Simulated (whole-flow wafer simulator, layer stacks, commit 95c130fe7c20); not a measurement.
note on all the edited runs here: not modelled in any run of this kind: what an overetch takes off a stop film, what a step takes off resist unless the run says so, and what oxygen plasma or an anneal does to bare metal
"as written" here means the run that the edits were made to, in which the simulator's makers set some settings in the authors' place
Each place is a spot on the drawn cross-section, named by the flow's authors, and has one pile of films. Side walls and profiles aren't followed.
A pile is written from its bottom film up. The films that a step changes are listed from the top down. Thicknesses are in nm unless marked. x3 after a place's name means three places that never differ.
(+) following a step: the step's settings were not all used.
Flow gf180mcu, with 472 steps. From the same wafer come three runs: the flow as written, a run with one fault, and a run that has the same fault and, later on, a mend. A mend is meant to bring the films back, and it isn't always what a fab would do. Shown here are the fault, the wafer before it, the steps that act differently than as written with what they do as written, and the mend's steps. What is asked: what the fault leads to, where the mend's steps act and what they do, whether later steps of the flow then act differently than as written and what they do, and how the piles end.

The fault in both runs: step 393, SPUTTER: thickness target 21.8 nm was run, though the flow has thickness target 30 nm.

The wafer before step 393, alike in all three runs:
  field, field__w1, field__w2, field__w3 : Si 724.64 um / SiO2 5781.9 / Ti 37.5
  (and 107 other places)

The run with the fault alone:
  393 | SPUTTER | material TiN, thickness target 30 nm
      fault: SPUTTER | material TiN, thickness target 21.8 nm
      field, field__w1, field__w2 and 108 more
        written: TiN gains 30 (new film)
        fault: TiN gains 21.8 (new film)
  Steps further on in the flow that do not act as written (1 more step, not shown, differs only slightly: by at most 2% or 0.5 nm, whichever is larger):
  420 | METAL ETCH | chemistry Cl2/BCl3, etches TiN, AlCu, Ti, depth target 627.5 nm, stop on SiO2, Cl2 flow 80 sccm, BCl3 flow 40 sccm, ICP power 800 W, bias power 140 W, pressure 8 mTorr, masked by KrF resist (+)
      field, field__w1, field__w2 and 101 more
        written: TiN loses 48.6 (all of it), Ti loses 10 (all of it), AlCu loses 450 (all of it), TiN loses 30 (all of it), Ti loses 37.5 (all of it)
        fault: TiN loses 48.6 (all of it), Ti loses 10 (all of it), AlCu loses 450 (all of it), TiN loses 21.8 (all of it), Ti loses 37.5 (all of it)
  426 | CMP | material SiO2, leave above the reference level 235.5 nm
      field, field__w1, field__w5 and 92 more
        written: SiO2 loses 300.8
        fault: SiO2 loses 309
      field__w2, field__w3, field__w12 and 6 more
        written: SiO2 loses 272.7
        fault: SiO2 loses 281.2
  At field__w4, field__w8, contact, m1, m1__w1, mim, mim_1p0, m1_nw, the piles at the end differ from the flow's by more than 2% or 0.5 nm, whichever is larger.
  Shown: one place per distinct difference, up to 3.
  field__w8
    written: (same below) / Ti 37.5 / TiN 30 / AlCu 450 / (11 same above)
    fault: (same below) / Ti 37.5 / TiN 21.8 / AlCu 450 / (11 same above)
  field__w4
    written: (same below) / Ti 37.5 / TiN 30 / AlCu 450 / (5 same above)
    fault: (same below) / Ti 37.5 / TiN 21.8 / AlCu 450 / (5 same above)
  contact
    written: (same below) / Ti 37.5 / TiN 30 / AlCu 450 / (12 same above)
    fault: (same below) / Ti 37.5 / TiN 21.8 / AlCu 450 / (12 same above)

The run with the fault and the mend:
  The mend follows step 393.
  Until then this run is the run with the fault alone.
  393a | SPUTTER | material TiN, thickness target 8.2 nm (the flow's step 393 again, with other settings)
      field, field__w1, field__w2 and 108 more
        TiN gains 8.2
  None of the later steps of the flow acts differently than as written at any place that is followed.
  The piles end the same as the flow's at every place that both follow.
